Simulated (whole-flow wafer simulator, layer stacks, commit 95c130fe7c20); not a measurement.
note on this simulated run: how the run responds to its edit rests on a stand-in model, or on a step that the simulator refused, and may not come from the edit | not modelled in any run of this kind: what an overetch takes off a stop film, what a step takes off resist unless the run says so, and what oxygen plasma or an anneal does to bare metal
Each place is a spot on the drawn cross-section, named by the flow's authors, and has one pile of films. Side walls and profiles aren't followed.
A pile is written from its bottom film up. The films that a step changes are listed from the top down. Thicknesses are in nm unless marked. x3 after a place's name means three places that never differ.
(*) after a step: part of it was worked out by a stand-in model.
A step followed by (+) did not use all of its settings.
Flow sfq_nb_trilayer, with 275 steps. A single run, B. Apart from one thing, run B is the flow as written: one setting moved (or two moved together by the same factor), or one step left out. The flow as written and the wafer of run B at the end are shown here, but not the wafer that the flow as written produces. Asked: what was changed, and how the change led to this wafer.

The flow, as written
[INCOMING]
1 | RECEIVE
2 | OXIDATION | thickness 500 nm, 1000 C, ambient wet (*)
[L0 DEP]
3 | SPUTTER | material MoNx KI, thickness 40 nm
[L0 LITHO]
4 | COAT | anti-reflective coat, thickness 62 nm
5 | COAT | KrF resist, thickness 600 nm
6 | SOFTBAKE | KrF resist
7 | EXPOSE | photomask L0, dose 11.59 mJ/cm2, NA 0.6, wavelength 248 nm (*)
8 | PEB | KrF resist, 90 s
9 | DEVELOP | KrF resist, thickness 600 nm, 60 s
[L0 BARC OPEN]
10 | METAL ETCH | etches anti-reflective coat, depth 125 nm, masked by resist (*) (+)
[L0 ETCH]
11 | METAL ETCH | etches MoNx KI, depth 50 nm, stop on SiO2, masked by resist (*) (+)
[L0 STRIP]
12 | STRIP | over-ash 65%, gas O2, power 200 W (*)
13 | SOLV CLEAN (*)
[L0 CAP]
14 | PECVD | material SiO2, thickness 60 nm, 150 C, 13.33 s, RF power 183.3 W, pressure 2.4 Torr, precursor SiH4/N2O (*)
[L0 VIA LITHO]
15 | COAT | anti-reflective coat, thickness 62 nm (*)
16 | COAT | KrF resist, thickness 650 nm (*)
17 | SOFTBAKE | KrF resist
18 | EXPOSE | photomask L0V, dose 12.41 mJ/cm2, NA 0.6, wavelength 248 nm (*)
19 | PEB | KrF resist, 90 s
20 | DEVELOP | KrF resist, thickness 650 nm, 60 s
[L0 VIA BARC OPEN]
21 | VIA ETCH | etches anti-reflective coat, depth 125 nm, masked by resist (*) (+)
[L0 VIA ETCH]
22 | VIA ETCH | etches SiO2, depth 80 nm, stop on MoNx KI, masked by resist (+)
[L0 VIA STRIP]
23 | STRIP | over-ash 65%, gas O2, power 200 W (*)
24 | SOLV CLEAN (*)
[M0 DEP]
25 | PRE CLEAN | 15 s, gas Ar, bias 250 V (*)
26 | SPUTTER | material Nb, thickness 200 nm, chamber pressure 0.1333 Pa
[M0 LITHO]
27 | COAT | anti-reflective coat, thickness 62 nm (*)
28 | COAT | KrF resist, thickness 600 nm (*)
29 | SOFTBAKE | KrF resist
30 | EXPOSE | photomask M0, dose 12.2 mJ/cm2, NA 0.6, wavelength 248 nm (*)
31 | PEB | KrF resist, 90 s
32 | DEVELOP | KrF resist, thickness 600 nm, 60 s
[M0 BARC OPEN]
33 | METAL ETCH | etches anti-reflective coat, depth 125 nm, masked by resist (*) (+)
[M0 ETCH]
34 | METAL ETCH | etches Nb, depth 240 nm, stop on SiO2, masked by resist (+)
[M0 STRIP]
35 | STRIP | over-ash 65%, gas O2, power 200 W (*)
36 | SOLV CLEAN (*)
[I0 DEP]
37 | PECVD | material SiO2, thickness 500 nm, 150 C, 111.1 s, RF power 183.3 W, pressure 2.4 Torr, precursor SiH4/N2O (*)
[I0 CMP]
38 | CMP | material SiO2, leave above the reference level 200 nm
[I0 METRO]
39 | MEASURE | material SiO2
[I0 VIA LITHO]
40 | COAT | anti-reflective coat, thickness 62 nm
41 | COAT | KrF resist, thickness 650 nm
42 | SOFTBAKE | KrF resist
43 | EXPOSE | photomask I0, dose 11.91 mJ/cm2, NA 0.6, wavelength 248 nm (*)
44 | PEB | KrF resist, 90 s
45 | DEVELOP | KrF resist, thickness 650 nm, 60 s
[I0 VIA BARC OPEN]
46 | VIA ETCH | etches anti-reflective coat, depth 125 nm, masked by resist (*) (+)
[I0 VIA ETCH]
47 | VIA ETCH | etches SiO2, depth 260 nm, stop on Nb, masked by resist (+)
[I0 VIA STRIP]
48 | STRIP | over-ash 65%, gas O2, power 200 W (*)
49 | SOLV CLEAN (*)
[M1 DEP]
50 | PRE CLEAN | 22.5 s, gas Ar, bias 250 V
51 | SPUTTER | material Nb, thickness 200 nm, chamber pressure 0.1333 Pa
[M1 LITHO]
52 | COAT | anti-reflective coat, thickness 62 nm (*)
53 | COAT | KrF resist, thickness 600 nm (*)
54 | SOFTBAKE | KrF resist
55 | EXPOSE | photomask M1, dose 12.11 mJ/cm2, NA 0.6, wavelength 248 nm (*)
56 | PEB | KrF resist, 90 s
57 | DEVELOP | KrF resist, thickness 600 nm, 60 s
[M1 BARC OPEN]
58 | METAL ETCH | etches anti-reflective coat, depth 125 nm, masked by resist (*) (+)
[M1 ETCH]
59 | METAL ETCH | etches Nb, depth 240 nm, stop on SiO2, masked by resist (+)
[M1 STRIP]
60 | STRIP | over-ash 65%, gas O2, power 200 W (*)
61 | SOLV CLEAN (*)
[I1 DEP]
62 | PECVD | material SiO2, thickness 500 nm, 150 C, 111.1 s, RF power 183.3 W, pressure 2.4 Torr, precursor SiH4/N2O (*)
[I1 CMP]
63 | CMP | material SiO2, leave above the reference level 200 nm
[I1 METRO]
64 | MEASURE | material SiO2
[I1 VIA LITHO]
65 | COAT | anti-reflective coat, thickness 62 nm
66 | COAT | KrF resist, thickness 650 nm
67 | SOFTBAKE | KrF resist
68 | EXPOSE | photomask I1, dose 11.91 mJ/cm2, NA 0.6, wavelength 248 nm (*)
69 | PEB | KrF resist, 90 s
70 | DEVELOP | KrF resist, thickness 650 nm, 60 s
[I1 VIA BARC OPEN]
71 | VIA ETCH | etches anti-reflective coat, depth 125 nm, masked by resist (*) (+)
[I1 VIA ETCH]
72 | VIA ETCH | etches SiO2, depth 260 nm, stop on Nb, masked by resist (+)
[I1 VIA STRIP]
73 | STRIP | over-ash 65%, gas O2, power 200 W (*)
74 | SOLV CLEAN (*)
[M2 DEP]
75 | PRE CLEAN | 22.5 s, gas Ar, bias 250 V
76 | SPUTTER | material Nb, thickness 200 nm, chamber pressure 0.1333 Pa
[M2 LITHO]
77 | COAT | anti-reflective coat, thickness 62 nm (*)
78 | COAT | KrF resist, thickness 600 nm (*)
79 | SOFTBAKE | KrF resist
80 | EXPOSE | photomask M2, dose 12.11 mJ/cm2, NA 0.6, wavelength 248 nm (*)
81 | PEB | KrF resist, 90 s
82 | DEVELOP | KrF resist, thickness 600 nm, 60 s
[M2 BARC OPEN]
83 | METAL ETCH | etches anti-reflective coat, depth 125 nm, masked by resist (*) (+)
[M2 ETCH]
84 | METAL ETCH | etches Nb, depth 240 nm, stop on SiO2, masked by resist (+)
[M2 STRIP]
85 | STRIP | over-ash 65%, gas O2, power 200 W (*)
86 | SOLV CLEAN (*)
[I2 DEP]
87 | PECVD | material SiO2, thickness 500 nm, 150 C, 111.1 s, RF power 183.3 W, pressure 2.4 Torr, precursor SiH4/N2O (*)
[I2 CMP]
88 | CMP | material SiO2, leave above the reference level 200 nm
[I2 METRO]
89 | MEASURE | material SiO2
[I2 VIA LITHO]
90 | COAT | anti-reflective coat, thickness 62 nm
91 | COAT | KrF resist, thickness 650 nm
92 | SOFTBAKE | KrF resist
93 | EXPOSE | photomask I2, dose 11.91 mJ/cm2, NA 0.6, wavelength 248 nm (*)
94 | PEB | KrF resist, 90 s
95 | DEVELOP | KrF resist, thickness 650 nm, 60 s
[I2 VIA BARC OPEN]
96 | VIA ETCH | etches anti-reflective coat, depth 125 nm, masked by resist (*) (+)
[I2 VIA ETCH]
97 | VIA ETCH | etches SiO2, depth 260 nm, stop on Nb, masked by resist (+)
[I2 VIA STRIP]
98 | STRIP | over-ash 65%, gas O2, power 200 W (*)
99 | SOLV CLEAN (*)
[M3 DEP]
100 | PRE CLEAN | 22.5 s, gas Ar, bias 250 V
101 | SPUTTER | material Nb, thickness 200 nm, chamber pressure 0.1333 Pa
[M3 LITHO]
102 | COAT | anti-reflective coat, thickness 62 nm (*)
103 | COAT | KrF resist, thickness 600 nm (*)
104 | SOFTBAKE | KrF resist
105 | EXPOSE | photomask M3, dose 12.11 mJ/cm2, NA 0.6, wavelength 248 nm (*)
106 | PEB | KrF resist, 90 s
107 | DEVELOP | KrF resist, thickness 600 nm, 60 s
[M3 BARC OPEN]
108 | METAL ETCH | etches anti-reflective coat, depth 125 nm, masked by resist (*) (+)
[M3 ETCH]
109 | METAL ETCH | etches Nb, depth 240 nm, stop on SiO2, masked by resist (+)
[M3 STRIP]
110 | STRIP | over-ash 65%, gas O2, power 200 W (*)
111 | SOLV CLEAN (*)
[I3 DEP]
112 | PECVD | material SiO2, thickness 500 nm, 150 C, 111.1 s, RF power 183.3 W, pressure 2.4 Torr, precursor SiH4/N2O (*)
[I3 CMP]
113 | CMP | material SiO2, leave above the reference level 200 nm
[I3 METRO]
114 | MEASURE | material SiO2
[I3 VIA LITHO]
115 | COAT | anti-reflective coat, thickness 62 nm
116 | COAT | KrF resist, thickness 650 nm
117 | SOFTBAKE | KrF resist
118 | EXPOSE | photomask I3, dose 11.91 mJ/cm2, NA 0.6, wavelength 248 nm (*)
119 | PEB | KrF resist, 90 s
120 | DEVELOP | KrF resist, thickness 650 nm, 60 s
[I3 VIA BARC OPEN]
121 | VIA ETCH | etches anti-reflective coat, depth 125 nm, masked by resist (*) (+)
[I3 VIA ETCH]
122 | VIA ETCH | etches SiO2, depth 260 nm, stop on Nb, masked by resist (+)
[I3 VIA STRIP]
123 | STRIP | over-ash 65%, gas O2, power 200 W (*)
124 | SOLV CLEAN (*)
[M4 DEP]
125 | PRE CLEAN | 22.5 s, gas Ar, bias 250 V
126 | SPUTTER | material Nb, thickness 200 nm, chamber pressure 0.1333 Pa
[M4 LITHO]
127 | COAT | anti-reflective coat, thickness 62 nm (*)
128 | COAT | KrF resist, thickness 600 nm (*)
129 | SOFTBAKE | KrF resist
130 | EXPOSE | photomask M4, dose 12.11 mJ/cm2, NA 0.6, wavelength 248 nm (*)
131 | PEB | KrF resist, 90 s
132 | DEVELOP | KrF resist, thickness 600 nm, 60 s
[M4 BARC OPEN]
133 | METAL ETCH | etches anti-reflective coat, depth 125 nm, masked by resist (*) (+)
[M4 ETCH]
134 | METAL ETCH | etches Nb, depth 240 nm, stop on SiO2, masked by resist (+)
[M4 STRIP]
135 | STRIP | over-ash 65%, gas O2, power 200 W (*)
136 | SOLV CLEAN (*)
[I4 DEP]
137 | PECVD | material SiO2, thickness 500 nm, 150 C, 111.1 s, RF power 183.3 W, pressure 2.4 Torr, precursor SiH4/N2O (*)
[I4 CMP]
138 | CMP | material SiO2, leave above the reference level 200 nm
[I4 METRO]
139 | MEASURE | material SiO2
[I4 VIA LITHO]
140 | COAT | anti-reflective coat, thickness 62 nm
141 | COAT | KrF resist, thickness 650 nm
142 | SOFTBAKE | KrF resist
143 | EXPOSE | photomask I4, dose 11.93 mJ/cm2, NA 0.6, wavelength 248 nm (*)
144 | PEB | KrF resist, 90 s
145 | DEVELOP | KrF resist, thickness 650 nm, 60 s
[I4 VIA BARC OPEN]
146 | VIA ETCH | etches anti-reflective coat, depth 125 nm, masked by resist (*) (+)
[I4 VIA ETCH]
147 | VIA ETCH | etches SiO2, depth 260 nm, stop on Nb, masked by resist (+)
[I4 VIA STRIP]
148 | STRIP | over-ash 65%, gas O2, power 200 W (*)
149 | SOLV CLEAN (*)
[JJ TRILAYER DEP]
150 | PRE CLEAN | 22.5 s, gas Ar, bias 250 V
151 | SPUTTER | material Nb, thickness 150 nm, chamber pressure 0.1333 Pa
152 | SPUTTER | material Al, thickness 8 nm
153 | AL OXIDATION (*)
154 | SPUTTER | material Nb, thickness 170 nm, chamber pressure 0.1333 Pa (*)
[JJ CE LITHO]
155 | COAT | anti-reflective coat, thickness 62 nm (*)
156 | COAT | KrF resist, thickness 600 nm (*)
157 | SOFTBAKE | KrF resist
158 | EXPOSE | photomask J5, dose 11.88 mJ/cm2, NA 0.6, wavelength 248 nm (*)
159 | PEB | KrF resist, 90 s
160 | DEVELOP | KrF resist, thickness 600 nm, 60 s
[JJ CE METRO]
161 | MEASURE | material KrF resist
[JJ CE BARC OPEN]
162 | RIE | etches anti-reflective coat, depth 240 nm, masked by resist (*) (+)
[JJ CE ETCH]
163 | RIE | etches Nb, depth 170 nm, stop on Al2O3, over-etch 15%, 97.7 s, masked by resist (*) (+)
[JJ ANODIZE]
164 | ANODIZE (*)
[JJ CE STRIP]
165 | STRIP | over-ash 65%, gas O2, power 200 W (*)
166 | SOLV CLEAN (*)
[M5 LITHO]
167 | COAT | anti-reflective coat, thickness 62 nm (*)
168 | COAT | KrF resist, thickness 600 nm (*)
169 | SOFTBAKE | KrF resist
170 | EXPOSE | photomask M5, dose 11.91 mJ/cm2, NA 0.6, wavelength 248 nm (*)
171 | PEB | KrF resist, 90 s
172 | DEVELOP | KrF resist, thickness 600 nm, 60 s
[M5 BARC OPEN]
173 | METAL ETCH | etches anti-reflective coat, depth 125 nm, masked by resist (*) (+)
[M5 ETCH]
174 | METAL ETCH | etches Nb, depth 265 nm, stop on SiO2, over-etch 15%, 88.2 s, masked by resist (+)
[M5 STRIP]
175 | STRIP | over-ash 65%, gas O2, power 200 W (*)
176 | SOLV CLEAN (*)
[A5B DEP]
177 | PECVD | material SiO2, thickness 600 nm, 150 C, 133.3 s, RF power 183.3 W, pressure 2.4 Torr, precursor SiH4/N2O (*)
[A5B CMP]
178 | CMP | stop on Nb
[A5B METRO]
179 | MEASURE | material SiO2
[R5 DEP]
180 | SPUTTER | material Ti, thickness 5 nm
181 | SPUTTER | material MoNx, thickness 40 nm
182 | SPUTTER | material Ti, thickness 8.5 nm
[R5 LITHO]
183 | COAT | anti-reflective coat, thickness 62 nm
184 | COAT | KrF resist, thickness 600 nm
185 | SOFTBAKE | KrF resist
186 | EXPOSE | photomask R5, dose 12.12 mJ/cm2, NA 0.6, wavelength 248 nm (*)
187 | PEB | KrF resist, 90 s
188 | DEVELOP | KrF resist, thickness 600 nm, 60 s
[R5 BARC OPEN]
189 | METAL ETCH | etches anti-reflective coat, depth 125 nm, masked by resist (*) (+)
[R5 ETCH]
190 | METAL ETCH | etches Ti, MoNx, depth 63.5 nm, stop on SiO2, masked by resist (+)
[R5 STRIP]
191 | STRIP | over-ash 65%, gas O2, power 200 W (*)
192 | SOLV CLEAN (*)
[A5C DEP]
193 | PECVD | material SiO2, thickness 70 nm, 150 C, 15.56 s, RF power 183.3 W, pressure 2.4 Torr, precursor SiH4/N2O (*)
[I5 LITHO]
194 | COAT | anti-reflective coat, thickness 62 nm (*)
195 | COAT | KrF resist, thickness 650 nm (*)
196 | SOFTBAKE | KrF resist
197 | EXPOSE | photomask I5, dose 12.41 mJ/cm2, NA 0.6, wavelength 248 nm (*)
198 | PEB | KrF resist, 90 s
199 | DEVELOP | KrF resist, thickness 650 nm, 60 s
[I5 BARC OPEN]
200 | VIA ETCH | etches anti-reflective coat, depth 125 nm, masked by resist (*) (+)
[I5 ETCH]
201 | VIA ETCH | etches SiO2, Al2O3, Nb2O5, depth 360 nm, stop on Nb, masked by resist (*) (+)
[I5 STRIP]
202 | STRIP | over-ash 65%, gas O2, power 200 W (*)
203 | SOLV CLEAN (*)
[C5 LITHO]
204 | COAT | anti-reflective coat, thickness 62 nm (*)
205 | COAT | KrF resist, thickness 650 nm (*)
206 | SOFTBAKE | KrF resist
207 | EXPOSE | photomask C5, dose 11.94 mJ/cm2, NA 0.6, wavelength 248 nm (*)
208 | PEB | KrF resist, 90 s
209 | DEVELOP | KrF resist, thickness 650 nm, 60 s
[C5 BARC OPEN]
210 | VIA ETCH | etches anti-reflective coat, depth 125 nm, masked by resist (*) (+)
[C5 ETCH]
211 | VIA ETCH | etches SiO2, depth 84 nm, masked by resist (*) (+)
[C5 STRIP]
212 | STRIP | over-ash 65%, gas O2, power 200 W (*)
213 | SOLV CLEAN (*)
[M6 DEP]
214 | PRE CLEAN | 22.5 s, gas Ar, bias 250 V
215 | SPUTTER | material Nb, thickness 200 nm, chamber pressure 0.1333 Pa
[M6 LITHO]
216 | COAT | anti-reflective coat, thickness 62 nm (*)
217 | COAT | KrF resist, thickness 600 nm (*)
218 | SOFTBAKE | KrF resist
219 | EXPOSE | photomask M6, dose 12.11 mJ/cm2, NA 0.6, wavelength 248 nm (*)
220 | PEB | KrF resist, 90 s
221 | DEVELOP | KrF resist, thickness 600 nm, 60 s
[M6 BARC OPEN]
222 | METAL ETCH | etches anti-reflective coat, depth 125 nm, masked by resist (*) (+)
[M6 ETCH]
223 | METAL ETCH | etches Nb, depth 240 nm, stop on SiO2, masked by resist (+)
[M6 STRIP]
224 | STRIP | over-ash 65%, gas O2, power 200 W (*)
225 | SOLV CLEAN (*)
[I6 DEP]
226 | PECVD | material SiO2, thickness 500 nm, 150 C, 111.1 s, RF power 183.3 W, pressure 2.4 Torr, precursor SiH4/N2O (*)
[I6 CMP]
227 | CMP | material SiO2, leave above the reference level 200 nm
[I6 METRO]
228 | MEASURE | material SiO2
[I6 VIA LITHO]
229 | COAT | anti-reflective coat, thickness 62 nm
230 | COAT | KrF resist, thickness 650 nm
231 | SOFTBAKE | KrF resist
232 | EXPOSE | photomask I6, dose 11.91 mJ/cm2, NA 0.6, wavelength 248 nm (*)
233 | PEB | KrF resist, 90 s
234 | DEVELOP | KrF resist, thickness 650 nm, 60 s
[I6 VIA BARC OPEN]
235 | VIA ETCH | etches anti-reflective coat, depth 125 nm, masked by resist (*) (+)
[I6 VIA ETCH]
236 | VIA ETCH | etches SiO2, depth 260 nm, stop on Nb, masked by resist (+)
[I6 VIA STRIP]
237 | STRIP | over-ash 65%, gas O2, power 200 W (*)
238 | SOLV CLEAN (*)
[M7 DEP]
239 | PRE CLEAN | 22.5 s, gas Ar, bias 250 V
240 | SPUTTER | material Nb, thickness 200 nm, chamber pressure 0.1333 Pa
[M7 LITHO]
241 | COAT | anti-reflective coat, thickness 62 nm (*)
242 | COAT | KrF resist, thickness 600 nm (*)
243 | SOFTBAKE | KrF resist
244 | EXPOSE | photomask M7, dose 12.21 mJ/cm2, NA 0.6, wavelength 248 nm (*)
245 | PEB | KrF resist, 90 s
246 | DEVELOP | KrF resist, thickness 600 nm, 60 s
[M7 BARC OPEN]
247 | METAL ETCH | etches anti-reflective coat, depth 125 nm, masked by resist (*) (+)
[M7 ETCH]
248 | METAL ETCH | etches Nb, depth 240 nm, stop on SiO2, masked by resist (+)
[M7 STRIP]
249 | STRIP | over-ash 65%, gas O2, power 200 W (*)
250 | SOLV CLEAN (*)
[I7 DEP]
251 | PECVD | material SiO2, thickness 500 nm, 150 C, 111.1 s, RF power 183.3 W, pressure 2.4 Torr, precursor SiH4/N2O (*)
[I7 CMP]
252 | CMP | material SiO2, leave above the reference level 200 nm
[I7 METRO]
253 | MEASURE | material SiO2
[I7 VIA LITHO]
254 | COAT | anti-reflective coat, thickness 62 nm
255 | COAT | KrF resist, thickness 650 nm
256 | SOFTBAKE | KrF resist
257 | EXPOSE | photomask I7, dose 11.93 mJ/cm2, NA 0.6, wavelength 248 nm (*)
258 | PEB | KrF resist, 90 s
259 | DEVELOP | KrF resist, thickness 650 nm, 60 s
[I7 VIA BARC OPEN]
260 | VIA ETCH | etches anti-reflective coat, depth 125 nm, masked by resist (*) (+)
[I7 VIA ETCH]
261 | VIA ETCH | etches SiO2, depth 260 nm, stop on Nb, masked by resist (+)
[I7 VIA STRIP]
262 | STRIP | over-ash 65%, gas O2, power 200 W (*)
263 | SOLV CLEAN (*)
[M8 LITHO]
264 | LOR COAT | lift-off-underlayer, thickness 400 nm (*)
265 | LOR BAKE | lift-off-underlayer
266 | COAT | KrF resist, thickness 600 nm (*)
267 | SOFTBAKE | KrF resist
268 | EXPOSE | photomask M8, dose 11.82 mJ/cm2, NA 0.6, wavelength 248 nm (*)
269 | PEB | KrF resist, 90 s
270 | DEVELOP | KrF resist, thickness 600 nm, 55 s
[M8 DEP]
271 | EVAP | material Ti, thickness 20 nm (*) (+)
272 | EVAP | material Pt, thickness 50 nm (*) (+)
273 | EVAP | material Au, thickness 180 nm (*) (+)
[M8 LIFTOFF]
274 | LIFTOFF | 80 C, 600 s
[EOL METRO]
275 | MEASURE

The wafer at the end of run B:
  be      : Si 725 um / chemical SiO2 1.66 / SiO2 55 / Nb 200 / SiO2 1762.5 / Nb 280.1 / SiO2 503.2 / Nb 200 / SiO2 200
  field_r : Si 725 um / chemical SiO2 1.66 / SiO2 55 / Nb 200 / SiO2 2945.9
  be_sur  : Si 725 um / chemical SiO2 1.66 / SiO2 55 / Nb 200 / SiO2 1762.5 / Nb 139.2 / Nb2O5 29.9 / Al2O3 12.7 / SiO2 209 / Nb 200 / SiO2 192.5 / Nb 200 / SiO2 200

What caused this: step 2, OXIDATION: thickness 500 nm, 1000 C, ambient wet (*), was not run.

How this came from the change, step by step:
  12 | STRIP | over-ash 65%, gas O2, power 200 W (*)
      v_sur, via_wl, via_w and 97 more: +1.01 chemical SiO2, -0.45 Si (as written it would have been: nothing)
  14 | PECVD | material SiO2, thickness 60 nm, 150 C, 13.33 s, RF power 183.3 W, pressure 2.4 Torr, precursor SiH4/N2O (*)
      v_sur, via_wl, via_w and 97 more: +60 SiO2 (new film) (as written it would have been: +60 SiO2)
